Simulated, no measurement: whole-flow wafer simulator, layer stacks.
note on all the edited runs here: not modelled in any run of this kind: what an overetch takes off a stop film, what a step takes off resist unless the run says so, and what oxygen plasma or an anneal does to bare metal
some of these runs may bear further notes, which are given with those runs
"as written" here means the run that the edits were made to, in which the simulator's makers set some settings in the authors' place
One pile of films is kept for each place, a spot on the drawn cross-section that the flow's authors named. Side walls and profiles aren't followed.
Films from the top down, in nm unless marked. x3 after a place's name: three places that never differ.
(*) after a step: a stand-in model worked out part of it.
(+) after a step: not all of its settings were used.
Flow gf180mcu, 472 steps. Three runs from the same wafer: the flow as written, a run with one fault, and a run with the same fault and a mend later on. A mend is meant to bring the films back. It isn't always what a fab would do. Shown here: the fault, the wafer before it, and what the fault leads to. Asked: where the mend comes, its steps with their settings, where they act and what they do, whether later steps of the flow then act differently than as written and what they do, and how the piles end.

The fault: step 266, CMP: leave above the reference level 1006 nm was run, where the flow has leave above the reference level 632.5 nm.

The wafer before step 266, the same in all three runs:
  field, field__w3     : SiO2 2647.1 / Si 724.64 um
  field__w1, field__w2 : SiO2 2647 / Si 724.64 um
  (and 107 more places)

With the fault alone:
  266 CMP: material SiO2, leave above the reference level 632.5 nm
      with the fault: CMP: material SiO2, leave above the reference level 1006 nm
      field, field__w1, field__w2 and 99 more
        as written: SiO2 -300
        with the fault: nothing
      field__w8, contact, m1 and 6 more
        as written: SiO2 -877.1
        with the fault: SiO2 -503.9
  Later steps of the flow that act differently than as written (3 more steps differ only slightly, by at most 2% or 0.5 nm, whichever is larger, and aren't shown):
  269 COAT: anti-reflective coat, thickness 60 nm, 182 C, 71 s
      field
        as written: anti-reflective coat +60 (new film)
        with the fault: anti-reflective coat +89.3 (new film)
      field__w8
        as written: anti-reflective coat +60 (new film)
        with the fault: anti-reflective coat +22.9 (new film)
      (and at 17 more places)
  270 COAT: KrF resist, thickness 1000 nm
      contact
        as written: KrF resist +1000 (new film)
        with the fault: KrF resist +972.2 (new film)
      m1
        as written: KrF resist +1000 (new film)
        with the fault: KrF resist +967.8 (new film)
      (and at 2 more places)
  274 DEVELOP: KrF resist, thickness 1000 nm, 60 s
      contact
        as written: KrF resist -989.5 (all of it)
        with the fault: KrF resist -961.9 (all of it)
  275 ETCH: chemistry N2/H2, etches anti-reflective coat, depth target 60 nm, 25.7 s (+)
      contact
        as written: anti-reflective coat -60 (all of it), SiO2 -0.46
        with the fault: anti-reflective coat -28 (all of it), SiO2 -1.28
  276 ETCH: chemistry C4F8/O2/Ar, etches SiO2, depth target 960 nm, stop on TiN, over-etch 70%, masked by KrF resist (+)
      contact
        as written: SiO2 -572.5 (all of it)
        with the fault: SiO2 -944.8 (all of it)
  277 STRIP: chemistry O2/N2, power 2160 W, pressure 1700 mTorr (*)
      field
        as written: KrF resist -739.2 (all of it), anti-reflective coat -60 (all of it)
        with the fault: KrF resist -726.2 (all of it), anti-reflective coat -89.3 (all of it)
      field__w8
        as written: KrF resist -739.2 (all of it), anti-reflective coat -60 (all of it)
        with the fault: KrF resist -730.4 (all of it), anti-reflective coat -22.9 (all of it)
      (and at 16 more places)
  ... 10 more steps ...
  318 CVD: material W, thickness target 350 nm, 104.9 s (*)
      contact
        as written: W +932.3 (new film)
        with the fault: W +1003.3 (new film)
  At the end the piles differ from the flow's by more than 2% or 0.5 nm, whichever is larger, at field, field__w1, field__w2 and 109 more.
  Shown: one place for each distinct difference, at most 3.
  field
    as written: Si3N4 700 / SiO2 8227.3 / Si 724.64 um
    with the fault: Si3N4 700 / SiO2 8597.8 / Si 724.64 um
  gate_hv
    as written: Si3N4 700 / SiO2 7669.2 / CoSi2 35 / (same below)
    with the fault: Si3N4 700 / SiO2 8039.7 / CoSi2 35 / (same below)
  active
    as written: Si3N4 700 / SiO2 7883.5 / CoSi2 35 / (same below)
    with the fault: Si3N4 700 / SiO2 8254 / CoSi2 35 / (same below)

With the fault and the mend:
  The mend comes after step 266.
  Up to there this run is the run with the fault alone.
  266a CMP: material SiO2, leave above the reference level 632.5 nm (the flow's step 266 once more)
      field, field__w1, field__w2 and 99 more
        SiO2 -300
      field__w8, contact, m1 and 6 more
        SiO2 -373.2
  No later step of the flow acts differently than as written at any place that is followed.
  At the end the piles are the same as the flow's at every place that both follow.
